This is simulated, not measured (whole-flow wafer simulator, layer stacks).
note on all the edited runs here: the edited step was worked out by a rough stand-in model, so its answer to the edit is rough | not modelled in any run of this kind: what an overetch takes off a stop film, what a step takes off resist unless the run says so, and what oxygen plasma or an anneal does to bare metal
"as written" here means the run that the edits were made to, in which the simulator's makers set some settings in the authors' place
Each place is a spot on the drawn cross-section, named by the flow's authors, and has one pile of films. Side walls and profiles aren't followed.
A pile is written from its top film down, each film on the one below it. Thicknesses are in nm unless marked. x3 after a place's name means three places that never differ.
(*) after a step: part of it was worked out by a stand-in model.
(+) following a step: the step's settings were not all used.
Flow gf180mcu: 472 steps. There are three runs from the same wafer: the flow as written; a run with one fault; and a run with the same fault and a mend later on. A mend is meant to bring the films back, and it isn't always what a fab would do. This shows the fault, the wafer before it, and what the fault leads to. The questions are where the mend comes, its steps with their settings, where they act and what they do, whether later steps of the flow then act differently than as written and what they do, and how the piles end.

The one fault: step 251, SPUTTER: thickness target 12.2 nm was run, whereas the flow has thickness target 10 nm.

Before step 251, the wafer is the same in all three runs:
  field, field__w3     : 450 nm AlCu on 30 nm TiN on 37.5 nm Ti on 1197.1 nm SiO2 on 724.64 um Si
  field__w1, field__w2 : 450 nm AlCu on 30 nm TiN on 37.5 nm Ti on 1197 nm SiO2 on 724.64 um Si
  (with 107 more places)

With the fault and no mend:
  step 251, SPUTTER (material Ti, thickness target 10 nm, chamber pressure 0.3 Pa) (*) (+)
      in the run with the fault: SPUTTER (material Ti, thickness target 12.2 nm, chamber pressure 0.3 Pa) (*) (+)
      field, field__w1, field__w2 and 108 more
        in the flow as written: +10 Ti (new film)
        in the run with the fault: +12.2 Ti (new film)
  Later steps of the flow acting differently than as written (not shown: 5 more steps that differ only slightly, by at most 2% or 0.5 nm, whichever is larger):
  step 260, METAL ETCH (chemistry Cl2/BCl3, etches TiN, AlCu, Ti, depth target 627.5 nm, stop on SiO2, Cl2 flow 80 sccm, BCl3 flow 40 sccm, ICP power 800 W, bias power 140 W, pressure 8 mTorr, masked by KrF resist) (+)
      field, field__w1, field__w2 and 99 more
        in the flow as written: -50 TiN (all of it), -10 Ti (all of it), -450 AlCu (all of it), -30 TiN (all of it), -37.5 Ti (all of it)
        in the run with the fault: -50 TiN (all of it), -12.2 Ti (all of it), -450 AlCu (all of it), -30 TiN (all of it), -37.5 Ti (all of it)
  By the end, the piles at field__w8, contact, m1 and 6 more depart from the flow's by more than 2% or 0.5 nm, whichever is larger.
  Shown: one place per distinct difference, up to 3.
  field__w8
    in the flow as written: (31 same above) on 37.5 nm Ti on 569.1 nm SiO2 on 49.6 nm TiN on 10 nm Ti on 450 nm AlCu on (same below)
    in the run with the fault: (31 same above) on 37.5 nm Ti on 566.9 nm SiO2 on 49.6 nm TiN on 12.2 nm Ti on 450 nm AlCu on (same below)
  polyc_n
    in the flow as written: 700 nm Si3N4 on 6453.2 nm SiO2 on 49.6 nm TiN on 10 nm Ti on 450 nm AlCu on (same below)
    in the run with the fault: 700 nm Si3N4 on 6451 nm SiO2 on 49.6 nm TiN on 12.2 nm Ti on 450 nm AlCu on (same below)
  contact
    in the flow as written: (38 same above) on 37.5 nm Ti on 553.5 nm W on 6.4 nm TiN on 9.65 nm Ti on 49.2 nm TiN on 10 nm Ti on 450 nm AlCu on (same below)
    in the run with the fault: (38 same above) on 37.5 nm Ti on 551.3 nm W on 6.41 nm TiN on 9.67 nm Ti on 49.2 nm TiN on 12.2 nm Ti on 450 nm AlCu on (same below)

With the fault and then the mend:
  The mend stands after step 251.
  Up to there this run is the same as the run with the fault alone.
  step 251a, METAL ETCH (chemistry Cl2/BCl3, etches TiN, AlCu, Ti, depth target 2.2 nm, Cl2 flow 80 sccm, BCl3 flow 40 sccm, ICP power 800 W, bias power 140 W, pressure 8 mTorr)
      field, field__w1, field__w2 and 108 more
        -2.2 Ti
  Every later step of the flow that is run acts as written at every place that is followed.
  The piles end the same as the flow's at every place that both follow.
